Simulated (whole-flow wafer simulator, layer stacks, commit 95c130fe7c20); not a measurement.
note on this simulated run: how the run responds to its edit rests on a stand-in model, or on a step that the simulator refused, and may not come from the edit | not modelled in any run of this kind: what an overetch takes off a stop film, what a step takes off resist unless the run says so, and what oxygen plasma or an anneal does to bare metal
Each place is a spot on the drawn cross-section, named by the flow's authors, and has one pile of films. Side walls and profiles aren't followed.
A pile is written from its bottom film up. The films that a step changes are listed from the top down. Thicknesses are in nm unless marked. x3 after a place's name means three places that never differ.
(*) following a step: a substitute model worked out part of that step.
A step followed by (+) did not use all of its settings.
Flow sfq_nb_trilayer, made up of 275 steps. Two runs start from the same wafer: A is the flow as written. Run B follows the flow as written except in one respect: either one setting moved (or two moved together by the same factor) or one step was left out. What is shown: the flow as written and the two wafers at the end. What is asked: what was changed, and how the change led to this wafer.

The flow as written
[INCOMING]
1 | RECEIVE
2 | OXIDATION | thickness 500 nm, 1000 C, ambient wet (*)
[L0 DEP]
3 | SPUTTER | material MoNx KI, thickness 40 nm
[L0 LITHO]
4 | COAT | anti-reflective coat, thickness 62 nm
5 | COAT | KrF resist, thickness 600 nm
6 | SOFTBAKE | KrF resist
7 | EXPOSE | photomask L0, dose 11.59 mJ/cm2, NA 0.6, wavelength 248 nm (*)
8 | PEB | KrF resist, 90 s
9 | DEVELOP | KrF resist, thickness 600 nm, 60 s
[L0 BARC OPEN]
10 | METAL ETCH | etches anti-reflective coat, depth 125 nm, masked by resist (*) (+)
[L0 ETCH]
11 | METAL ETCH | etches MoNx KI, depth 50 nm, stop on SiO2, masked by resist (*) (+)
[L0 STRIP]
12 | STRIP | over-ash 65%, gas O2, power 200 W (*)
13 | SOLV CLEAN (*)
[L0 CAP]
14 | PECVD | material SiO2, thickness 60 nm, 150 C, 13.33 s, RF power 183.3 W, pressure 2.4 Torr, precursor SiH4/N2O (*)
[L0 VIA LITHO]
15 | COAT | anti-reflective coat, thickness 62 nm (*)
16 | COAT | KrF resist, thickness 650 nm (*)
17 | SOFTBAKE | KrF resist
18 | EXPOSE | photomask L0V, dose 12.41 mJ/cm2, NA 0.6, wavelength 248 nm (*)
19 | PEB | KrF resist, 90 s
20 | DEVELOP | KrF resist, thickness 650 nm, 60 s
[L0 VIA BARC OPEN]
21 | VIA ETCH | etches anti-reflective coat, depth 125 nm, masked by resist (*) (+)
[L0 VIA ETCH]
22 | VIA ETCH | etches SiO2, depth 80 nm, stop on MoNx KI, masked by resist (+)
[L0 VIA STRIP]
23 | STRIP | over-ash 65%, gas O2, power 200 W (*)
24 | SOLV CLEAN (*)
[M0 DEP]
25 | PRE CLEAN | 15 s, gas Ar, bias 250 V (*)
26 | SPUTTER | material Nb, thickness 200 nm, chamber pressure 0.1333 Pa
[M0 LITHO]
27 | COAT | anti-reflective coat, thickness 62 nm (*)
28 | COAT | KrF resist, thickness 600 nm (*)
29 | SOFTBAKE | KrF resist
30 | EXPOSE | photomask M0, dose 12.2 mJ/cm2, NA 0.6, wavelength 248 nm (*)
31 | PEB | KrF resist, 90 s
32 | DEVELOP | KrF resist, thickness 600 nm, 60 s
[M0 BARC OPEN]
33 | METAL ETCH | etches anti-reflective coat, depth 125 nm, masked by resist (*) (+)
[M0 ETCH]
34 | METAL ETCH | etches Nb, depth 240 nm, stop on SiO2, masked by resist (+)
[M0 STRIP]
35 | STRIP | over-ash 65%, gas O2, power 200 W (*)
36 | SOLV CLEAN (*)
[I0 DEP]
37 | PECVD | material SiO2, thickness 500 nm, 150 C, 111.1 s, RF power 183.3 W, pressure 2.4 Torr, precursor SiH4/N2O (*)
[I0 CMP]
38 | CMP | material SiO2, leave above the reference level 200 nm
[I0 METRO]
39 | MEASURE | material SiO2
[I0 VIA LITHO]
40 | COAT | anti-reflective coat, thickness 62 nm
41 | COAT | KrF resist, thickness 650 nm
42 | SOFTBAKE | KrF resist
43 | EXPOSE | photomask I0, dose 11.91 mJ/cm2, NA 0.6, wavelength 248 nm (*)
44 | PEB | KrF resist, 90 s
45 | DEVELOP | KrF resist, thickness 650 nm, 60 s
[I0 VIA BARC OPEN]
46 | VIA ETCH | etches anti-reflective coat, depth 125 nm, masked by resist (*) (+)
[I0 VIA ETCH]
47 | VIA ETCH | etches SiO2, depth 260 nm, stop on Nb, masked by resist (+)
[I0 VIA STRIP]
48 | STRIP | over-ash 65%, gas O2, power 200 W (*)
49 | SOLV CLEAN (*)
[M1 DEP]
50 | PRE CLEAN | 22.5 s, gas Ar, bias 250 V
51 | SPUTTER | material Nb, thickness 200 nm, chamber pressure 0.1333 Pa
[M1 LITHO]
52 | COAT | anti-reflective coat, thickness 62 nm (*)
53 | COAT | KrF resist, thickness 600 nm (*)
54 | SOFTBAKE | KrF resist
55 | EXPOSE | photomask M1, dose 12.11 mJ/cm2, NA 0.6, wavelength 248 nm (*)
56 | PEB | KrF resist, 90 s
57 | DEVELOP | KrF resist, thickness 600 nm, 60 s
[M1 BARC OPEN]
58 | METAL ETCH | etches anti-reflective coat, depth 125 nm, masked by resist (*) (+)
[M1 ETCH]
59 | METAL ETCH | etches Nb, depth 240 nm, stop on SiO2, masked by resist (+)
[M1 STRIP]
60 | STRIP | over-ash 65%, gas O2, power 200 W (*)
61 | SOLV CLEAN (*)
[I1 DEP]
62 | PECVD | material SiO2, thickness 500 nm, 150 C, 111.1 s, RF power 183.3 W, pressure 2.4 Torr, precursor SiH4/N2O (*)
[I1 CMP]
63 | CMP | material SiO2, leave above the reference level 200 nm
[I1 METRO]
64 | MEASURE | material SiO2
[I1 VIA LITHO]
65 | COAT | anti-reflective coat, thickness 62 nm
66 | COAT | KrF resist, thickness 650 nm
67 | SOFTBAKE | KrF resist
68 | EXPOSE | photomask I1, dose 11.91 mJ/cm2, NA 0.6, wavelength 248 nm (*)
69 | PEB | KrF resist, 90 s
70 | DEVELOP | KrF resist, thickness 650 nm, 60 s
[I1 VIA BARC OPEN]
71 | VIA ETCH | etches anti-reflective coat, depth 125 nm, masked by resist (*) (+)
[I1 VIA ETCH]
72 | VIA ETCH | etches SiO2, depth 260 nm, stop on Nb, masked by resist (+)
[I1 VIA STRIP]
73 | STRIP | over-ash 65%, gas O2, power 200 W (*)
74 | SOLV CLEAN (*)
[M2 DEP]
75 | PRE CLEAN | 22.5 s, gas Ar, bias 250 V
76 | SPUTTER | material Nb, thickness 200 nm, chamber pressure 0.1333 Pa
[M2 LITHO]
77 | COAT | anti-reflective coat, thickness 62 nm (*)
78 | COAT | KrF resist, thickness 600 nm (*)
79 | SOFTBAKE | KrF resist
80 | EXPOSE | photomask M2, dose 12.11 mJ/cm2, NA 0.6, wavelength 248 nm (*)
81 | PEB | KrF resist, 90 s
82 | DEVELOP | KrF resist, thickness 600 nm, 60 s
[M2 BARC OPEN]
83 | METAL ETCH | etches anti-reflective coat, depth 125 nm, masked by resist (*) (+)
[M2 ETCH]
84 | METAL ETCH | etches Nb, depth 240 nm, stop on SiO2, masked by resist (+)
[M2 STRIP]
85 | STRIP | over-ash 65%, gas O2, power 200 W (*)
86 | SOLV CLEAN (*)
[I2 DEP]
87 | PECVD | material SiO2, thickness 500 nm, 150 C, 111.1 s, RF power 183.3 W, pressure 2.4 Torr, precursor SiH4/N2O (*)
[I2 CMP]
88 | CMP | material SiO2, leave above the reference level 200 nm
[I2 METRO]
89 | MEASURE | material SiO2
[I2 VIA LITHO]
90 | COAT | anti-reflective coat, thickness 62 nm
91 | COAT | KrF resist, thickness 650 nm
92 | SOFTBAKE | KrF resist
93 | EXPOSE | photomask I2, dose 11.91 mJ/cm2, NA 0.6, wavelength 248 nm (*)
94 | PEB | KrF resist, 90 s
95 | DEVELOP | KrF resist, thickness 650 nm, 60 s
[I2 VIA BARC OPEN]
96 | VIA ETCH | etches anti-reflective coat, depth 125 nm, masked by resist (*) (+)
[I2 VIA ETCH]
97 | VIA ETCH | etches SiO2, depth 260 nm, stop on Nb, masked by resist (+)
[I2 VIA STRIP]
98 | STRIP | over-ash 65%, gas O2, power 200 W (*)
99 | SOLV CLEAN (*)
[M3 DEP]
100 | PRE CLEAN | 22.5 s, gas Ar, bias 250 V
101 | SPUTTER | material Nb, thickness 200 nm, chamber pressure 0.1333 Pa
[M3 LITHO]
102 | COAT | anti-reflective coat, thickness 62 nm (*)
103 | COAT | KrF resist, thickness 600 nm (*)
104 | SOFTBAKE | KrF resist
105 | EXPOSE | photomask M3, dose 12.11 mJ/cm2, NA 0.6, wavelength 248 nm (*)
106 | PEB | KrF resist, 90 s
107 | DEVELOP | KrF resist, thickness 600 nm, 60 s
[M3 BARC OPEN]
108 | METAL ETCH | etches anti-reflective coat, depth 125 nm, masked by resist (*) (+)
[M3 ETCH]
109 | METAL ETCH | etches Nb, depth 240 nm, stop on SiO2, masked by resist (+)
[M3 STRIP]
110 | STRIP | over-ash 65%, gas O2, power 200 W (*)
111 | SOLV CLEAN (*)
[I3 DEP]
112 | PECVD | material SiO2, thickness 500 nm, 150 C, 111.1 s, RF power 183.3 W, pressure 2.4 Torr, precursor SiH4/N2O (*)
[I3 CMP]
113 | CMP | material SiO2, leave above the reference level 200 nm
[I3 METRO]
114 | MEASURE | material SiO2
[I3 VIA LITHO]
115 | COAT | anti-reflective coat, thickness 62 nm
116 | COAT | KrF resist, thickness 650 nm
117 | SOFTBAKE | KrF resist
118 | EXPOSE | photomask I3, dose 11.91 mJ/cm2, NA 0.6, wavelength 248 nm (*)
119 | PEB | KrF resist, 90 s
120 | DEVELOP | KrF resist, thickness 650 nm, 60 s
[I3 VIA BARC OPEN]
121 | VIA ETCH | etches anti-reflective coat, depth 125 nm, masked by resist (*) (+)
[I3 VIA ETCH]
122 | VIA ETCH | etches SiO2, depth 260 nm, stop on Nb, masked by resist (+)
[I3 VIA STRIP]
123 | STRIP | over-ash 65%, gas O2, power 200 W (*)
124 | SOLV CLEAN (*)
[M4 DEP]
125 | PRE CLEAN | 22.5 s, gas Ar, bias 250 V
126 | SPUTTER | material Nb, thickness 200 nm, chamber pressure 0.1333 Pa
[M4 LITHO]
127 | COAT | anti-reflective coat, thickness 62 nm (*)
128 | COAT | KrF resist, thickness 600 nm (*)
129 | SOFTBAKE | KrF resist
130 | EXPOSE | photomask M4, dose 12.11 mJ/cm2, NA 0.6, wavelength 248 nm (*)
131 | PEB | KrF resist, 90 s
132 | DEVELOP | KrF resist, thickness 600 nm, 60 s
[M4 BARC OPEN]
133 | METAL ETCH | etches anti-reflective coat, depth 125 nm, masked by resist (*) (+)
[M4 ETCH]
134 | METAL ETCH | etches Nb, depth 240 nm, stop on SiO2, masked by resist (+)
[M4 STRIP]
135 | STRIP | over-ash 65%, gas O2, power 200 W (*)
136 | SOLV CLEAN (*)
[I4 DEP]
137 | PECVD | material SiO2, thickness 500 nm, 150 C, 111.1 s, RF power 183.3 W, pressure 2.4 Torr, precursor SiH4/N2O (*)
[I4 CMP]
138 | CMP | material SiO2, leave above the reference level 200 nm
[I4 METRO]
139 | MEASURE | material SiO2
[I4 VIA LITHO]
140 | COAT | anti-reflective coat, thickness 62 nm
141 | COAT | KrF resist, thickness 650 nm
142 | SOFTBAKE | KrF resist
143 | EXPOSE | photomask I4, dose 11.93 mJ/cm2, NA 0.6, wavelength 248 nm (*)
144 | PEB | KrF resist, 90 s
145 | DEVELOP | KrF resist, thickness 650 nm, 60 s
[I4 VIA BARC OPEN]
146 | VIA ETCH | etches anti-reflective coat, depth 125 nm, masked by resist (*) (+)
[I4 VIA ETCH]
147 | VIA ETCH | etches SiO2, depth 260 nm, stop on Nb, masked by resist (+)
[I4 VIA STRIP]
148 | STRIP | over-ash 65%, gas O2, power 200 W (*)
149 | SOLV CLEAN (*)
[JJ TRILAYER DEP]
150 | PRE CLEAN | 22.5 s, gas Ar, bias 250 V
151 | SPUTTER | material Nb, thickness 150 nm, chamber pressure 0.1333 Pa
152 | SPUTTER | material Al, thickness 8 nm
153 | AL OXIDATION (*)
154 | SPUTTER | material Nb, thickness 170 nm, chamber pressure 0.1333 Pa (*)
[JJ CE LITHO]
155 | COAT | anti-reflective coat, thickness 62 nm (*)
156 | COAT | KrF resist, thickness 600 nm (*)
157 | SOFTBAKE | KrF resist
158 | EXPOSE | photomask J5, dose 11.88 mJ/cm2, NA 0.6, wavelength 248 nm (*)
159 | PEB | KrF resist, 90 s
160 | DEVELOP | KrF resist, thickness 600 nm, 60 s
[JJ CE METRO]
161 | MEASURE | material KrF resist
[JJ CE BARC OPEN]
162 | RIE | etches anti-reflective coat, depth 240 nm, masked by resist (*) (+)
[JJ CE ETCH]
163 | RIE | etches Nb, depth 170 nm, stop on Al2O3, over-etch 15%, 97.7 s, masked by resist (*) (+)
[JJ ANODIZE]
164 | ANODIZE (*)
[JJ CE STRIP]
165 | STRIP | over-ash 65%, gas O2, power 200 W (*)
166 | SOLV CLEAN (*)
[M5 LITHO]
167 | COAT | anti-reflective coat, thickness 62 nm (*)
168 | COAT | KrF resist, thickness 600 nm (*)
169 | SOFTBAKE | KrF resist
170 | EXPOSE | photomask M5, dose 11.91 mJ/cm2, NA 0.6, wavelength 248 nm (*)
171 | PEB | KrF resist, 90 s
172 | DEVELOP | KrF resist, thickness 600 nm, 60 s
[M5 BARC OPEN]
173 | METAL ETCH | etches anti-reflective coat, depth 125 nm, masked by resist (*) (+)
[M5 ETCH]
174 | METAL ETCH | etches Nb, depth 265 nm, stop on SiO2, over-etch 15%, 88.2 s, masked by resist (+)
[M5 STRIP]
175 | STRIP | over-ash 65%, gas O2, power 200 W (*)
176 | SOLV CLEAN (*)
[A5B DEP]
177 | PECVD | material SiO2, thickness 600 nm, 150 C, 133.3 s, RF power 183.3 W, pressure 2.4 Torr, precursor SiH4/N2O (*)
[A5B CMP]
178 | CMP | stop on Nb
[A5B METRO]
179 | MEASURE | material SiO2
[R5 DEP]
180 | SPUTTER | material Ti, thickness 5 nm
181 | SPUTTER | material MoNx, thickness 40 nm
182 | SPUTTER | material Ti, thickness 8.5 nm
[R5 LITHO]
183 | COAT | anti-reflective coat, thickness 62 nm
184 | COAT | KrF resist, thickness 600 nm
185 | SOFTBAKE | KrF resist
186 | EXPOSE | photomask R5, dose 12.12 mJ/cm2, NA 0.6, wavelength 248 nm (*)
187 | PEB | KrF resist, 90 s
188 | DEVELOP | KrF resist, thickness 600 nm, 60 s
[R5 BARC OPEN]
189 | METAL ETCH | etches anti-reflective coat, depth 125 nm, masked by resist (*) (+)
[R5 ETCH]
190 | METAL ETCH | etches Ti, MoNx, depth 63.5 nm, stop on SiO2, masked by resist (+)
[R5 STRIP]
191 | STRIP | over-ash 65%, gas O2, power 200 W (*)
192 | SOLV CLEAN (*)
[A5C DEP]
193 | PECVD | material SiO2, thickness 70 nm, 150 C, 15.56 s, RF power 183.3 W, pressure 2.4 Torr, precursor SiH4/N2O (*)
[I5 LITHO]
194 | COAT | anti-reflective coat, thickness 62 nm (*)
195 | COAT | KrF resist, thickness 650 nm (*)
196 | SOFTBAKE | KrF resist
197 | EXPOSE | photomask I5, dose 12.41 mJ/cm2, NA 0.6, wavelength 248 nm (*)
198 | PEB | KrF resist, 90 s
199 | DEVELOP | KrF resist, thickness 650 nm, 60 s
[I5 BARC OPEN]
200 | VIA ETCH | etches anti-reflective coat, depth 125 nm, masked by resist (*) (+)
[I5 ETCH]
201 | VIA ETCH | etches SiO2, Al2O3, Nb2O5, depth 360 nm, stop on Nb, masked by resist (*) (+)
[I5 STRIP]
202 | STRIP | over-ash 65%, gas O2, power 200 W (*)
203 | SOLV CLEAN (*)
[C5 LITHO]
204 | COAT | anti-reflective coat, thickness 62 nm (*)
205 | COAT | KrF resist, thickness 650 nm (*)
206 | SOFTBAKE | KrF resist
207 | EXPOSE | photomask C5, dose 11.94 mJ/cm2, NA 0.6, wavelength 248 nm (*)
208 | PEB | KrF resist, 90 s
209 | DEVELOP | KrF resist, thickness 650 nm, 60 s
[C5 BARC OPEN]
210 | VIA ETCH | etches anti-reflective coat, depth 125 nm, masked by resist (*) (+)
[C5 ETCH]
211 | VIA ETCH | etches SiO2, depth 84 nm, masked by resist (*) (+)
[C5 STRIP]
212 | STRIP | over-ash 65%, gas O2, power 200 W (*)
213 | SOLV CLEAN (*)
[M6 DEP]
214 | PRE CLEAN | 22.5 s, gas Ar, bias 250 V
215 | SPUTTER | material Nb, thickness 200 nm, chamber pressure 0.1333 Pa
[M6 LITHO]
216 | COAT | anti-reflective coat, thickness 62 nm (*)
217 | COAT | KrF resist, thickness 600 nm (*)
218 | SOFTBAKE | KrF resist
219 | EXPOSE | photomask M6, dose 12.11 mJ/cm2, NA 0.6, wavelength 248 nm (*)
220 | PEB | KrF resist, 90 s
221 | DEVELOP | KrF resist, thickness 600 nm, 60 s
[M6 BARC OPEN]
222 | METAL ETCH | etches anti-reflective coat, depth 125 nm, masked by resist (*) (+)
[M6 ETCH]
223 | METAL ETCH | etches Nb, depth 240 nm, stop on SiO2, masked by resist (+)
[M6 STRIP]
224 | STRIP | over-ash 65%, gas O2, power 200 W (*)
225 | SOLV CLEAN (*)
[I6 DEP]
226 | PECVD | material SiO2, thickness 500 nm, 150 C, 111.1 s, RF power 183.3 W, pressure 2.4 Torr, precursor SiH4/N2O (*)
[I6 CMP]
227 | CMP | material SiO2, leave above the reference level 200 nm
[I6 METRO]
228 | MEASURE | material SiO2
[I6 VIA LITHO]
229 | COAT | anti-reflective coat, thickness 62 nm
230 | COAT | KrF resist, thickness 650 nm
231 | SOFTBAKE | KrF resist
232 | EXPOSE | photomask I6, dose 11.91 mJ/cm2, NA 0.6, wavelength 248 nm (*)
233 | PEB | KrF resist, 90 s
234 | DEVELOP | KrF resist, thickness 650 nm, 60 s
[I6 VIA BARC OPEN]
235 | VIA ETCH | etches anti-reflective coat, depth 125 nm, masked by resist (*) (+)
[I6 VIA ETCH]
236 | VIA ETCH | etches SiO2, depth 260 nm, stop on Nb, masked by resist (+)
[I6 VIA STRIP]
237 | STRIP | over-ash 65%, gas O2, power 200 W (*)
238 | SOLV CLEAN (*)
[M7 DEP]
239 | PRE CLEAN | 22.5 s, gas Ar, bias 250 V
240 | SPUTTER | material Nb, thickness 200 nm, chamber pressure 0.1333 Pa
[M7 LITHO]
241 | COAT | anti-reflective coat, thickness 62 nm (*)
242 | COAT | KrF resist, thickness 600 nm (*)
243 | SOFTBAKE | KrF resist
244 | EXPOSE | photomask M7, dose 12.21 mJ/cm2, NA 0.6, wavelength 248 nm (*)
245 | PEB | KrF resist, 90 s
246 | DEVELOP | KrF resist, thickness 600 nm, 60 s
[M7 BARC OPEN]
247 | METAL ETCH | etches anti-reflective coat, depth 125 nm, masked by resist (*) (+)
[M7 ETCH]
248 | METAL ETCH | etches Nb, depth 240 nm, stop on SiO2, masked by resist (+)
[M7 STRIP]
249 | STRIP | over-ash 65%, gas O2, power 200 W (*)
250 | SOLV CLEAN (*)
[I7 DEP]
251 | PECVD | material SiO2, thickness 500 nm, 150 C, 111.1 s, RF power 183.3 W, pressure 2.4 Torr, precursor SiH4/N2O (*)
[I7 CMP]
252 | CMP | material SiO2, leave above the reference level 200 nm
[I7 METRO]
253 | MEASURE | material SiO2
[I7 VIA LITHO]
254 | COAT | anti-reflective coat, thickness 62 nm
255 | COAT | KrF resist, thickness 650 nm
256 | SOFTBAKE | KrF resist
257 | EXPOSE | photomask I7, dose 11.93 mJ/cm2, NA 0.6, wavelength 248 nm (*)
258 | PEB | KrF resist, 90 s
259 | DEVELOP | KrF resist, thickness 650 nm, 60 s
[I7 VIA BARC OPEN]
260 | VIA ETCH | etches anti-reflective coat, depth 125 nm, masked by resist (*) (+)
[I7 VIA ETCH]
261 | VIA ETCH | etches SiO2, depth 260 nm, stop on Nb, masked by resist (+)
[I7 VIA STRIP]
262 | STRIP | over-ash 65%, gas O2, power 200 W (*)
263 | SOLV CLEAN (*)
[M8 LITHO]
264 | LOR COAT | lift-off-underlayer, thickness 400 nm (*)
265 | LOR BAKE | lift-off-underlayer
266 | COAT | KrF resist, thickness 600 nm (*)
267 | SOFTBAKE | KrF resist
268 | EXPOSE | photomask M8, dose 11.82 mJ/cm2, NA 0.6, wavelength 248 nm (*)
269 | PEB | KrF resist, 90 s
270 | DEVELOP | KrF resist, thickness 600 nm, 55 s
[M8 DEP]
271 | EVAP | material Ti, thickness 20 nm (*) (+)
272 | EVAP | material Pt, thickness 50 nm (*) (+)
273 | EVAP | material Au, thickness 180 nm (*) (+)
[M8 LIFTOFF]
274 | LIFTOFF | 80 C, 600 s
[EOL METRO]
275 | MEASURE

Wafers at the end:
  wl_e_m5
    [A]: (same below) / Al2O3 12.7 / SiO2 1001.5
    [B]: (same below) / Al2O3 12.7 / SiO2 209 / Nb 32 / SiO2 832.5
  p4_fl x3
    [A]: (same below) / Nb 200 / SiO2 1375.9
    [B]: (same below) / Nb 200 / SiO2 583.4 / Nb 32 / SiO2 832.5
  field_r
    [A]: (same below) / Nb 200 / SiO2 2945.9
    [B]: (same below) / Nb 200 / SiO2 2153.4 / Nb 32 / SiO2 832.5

What caused this: step 215, SPUTTER: thickness 272 nm was run, though the flow has thickness 200 nm.

The path from the change to this, step by step:
  215 | SPUTTER | material Nb, thickness 200 nm, chamber pressure 0.1333 Pa
      field_l, v_sur, via_wl and 100 more: A +200 Nb (new film) | B +272 Nb (new film)
      be: A +147.3 Nb | B +199.4 Nb
      (and at 2 other places as well)
  216 | COAT | anti-reflective coat, thickness 62 nm (*)
      be: A +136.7 anti-reflective coat (new film) | B +143.5 anti-reflective coat (new film)
  223 | METAL ETCH | etches Nb, depth 240 nm, stop on SiO2, masked by resist (+)
      field_l, gap, moat and 76 more: A -200 Nb (all of it) | B -240 Nb
  224 | STRIP | over-ash 65%, gas O2, power 200 W (*)
      be: A -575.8 KrF resist (all of it), -136.7 anti-reflective coat (all of it) | B -587.1 KrF resist (all of it), -143.5 anti-reflective coat (all of it)
  226 | PECVD | material SiO2, thickness 500 nm, 150 C, 111.1 s, RF power 183.3 W, pressure 2.4 Torr, precursor SiH4/N2O (*)
      field_l, p4_fl x3, p4_w1 x9 and 52 more: A +500 SiO2 | B +500 SiO2 (new film)
      moat, field_r, lsp_l, ln_m5, lsp_m: A +493.6 SiO2 | B +492.3 SiO2 (new film)
      (and at 10 other places as well)
  227 | CMP | material SiO2, leave above the reference level 200 nm
      field_l, p4_fl x3, p4_w1 x9 and 49 more: A -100 SiO2 | B -60 SiO2
      moat, field_r, lsp_l, ln_m5, lsp_m: A -93.6 SiO2 | B -52.3 SiO2
      (and at 9 other places as well)
Taking metal films that touch as one body, wl_e_m5 has 7 bodies (between them, from the top down: SiO2 209 / Al2O3 12.7 / Nb2O5 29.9; SiO2 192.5; SiO2 192.5; SiO2 192.5; SiO2 192.5; SiO2 192.5); the flow as written gives 6 bodies (between them, from the top down: SiO2 192.5; SiO2 192.5; SiO2 192.5; SiO2 192.5; SiO2 192.5).
Taking metal films that touch as one body, p4_fl x3 has 3 bodies (between them, from the top down: SiO2 583.4; SiO2 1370); the flow as written gives 2 bodies (between them, from the top down: SiO2 1370).
Taking metal films that touch as one body, field_r has 2 bodies (between them, from the top down: SiO2 2153.4); the flow as written gives 1 body.
